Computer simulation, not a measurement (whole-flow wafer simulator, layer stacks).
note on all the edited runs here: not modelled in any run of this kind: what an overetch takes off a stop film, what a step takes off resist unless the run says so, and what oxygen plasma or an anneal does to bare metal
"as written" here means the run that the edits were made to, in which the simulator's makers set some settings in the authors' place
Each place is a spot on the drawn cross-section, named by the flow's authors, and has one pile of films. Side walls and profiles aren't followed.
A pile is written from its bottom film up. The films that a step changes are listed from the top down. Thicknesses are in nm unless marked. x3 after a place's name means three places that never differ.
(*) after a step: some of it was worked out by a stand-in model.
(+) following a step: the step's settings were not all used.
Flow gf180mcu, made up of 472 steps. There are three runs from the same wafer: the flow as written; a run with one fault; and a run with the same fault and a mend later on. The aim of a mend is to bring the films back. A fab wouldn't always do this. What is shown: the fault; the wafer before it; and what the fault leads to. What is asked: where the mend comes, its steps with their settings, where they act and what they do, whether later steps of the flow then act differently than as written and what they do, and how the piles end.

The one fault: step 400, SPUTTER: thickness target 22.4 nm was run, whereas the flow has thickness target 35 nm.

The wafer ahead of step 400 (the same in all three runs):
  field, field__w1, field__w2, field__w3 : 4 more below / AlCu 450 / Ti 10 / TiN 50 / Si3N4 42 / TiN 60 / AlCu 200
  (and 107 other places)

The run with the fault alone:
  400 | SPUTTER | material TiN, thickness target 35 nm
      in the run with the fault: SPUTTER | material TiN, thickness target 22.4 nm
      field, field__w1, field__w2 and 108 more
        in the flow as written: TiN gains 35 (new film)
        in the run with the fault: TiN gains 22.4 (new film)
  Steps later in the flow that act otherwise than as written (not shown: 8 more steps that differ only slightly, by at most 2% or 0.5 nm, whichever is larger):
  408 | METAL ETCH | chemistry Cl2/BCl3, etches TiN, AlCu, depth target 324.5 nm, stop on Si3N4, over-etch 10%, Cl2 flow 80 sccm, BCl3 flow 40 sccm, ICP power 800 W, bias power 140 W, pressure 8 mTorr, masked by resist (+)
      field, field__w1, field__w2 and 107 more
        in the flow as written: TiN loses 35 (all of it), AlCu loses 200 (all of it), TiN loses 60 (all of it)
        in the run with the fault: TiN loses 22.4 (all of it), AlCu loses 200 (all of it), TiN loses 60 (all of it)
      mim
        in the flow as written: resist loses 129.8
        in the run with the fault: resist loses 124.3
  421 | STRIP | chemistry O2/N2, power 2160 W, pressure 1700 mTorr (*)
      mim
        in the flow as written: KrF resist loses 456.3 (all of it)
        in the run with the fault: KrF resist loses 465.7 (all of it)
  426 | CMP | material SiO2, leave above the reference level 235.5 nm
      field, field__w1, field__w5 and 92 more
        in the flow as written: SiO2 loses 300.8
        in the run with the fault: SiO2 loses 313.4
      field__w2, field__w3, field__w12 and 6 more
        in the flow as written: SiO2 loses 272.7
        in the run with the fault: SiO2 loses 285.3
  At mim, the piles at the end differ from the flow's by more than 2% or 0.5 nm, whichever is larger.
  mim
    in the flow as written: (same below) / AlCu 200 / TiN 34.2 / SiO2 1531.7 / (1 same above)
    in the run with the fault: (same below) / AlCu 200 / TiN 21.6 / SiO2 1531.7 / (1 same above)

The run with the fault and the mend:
  The mend stands after step 400.
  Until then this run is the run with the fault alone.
  400a | SPUTTER | material TiN, thickness target 12.6 nm (the flow's step 400 again, with other settings)
      field, field__w1, field__w2 and 108 more
        TiN gains 12.6
  None of the later steps of the flow acts differently than as written at any place that is followed.
  The piles end the same as the flow's at every place that both follow.
